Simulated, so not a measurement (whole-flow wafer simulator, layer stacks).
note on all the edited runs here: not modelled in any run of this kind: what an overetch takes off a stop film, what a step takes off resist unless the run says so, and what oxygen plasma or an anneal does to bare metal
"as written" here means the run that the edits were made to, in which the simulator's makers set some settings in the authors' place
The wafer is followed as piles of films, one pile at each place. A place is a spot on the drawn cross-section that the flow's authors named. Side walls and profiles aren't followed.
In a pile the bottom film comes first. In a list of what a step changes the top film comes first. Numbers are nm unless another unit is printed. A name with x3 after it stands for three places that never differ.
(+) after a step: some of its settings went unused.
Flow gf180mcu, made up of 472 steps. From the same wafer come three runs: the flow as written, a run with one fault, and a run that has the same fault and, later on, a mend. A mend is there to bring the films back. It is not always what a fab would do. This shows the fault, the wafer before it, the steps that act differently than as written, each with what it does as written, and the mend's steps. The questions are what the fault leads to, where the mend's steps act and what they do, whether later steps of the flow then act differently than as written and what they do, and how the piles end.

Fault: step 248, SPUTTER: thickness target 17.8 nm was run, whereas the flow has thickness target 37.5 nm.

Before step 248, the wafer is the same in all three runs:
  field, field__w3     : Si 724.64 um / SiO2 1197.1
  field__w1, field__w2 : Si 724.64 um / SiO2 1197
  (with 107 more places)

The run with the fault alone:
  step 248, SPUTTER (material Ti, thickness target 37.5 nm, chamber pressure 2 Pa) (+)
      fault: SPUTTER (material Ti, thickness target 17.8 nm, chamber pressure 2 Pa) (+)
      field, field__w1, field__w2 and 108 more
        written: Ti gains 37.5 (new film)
        fault: Ti gains 17.8 (new film)
  Steps further on in the flow that do not act as written:
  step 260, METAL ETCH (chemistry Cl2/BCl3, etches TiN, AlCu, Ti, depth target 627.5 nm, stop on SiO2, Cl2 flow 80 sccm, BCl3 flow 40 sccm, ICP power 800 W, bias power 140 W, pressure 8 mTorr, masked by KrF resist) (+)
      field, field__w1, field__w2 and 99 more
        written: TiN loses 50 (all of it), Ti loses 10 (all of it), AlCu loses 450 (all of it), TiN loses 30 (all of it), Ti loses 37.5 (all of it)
        fault: TiN loses 50 (all of it), Ti loses 10 (all of it), AlCu loses 450 (all of it), TiN loses 30 (all of it), Ti loses 17.8 (all of it)
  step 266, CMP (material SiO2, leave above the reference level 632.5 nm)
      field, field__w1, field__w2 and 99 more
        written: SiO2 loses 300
        fault: SiO2 loses 319.7
  The piles end different from the flow's at field__w8, contact, m1 and 6 more by more than 2% or 0.5 nm, whichever is larger.
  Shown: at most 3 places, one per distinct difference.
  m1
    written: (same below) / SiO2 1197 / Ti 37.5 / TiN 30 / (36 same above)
    fault: (same below) / SiO2 1197 / Ti 17.8 / TiN 30 / (36 same above)
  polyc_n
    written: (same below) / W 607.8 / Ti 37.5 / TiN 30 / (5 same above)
    fault: (same below) / W 607.8 / Ti 17.8 / TiN 30 / (5 same above)
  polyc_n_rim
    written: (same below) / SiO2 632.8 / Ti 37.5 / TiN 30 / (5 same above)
    fault: (same below) / SiO2 632.8 / Ti 17.8 / TiN 30 / (5 same above)

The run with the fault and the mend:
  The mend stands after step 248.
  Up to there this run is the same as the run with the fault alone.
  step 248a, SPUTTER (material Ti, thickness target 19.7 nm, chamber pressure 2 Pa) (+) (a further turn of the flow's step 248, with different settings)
      field, field__w1, field__w2 and 108 more
        Ti gains 19.7
  Every later step of the flow that is run acts as written at every place that is followed.
  The piles end the same as the flow's at every place that both follow.
